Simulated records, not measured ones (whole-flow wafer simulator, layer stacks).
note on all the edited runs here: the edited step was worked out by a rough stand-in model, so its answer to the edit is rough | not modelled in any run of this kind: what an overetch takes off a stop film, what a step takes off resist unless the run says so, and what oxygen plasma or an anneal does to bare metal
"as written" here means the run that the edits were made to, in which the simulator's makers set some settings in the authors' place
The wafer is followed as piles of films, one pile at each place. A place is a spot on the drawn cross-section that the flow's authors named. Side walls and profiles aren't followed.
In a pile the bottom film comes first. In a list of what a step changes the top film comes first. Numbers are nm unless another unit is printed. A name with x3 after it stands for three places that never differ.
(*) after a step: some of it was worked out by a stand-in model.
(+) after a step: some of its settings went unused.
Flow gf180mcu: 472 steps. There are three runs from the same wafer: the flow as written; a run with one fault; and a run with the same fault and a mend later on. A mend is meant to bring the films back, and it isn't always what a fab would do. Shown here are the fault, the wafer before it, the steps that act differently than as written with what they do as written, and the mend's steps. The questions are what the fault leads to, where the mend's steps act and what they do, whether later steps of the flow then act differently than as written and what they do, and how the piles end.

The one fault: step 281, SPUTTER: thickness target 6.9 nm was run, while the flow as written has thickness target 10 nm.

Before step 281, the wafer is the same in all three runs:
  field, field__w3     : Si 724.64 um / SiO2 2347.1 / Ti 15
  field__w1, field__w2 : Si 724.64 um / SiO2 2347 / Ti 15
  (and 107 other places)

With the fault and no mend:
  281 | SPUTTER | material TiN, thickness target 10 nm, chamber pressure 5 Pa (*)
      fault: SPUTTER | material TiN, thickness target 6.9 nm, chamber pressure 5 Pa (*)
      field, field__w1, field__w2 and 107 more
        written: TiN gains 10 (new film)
        fault: TiN gains 6.9 (new film)
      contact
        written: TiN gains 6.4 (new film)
        fault: TiN gains 4.42 (new film)
  Later steps of the flow acting differently than as written (1 more step, not shown, differs only slightly: by at most 2% or 0.5 nm, whichever is larger):
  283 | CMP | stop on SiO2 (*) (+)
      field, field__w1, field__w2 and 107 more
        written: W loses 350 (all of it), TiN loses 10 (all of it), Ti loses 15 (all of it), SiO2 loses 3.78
        fault: W loses 350 (all of it), TiN loses 6.9 (all of it), Ti loses 15 (all of it), SiO2 loses 3.75
  The piles end different from the flow's at contact by more than 2% or 0.5 nm, whichever is larger.
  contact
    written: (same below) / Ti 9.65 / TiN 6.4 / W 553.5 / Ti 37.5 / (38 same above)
    fault: (same below) / Ti 9.65 / TiN 4.42 / W 555.5 / Ti 37.5 / (38 same above)

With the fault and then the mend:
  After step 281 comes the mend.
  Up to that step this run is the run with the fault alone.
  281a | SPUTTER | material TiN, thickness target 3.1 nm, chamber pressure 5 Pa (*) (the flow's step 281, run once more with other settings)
      field, field__w1, field__w2 and 107 more
        TiN gains 3.1
      contact
        TiN gains 1.98
  None of the later steps of the flow acts differently than as written at any place that is followed.
  The piles end the same as the flow's at every place that both follow.
